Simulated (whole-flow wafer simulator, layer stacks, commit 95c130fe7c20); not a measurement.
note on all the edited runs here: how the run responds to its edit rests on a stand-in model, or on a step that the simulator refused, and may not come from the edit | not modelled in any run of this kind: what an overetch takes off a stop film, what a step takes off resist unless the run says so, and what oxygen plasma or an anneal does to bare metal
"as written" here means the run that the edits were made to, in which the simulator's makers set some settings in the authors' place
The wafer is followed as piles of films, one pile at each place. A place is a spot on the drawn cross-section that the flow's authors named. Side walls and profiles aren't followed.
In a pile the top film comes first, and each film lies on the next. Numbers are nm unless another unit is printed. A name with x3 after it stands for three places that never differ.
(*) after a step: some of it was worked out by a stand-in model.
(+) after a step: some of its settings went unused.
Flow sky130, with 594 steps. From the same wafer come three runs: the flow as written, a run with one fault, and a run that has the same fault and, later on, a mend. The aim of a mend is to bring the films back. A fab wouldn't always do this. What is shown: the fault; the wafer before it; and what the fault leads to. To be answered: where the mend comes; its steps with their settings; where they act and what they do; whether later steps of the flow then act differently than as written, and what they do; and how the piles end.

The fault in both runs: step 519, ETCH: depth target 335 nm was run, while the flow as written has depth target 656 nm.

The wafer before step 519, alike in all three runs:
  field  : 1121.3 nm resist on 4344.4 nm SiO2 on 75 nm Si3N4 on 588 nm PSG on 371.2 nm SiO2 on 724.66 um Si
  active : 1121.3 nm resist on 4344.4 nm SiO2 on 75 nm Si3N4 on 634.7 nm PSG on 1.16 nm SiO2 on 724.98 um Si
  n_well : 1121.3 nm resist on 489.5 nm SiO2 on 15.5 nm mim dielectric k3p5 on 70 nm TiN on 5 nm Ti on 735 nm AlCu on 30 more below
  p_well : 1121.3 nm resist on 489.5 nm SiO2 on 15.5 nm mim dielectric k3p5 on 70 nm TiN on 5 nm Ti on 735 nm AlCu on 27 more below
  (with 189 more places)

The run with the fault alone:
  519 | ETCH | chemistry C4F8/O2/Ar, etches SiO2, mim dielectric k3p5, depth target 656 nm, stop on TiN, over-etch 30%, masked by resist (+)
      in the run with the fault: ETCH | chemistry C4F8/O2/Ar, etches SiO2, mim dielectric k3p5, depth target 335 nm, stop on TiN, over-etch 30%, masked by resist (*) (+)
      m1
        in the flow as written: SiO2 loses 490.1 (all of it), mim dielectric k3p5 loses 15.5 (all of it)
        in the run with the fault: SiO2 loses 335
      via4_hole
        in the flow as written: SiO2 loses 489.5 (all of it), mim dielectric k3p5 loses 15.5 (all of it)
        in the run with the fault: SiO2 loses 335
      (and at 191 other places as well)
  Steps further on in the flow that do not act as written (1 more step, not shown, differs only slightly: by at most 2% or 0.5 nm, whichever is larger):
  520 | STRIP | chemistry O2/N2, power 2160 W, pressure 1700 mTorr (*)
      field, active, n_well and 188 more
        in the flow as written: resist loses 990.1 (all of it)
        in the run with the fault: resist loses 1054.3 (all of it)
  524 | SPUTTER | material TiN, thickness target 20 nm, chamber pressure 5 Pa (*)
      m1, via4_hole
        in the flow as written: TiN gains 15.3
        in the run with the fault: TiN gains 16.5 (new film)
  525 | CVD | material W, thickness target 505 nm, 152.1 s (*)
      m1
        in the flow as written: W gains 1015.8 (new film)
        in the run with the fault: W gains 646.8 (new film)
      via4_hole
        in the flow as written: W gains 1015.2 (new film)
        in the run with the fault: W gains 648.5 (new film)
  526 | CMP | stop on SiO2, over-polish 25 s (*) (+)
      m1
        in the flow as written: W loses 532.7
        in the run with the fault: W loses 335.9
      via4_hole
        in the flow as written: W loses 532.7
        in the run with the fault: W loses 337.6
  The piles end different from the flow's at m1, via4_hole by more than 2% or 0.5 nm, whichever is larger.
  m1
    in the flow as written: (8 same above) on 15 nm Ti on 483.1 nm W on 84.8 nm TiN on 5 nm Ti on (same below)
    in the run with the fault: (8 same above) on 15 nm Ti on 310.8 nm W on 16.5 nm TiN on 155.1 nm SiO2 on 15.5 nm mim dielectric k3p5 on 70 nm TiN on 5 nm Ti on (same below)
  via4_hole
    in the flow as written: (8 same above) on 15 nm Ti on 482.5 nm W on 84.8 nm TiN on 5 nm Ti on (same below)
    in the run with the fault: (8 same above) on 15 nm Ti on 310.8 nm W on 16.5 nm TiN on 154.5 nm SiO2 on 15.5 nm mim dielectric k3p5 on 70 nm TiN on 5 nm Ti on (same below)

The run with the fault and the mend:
  The mend follows step 521.
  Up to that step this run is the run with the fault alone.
  521a | DEHYDRATE | 200 C, 60 s (the flow's step 512 again)
      leaves every film unchanged at each place that is followed
  521b | HMDS | 120 C, 60 s (the flow's step 513 again)
      leaves every film unchanged at each place that is followed
  521c | COAT | resist, thickness 1140 nm (*) (the flow's step 514 again)
      gate_hv, mim, dice_street and 116 more
        resist gains 1140 (new film)
      n_well, p_well, sd_n and 8 more
        resist gains 1139.5 (new film)
      gate_lvt_sd, active_lvt, gate_p_sd, active_p, gate_p_hvt_sd, active_p_hvt, field_nw
        resist gains 1139.7 (new film)
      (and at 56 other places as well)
  521d | SOFTBAKE | resist (the flow's step 515 again)
      field
        resist gains 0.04
      active
        resist gains 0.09
      gate
        resist gains 0.13
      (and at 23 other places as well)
  521e | EXPOSE | photomask VIM4, dose 133.8 mJ/cm2, NA 0.6, wavelength 365 nm (*) (the flow's step 516 again)
      leaves every film unchanged at each place that is followed
  521f | PEB | resist, 70.3 s (the flow's step 517 again)
      field, active, n_well and 172 more
        resist loses 18.7
      nwell_res, pplus_nw, iso_guard, via3_hole, via3_enc, via4_enc, sonos_guard, sonos_guard_hv
        resist loses 18.5
      pwell_dnw, gate_p, poly_endcap, via1_hole, via1_enc, via2_hole, via2_enc
        resist loses 18.6
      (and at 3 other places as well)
  521g | DEVELOP | resist, thickness 1140 nm, developer TMAH-0.26N, 60 s (the flow's step 518 again)
      sonos_cell, pplus_nw, iso_guard and 7 more
        resist loses 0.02
      m1
        resist loses 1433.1 (all of it)
      via4_hole
        resist loses 1432.7 (all of it)
  521h | ETCH | chemistry C4F8/O2/Ar, etches SiO2, mim dielectric k3p5, depth target 321 nm, stop on TiN, over-etch 30%, masked by resist (+) (the flow's step 519 again, with other settings)
      field, active, n_well and 188 more
        resist loses 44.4
      m1
        SiO2 loses 155.1 (all of it), mim dielectric k3p5 loses 15.5 (all of it)
      via4_hole
        SiO2 loses 154.5 (all of it), mim dielectric k3p5 loses 15.5 (all of it)
  521i | STRIP | chemistry O2/N2, power 2160 W, pressure 1700 mTorr (*) (the flow's step 520 again)
      gate_hv, mim, dice_street and 116 more
        resist loses 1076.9 (all of it)
      n_well, p_well, sd_n and 8 more
        resist loses 1076.4 (all of it)
      gate_lg10, gate_lvt_sd, active_lvt, gate_p_sd, active_p, active_p_hvt, field_nw
        resist loses 1076.6 (all of it)
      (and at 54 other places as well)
  521j | STRIP | chemistry post etch residue remover, 72.5 C, 1200 s (*) (the flow's step 521 again)
      m1, via4_hole
        TiN loses 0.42
  Every later step of the flow that is run acts as written at every place that is followed.
  At every place that both follow, the piles at the end match the flow's.
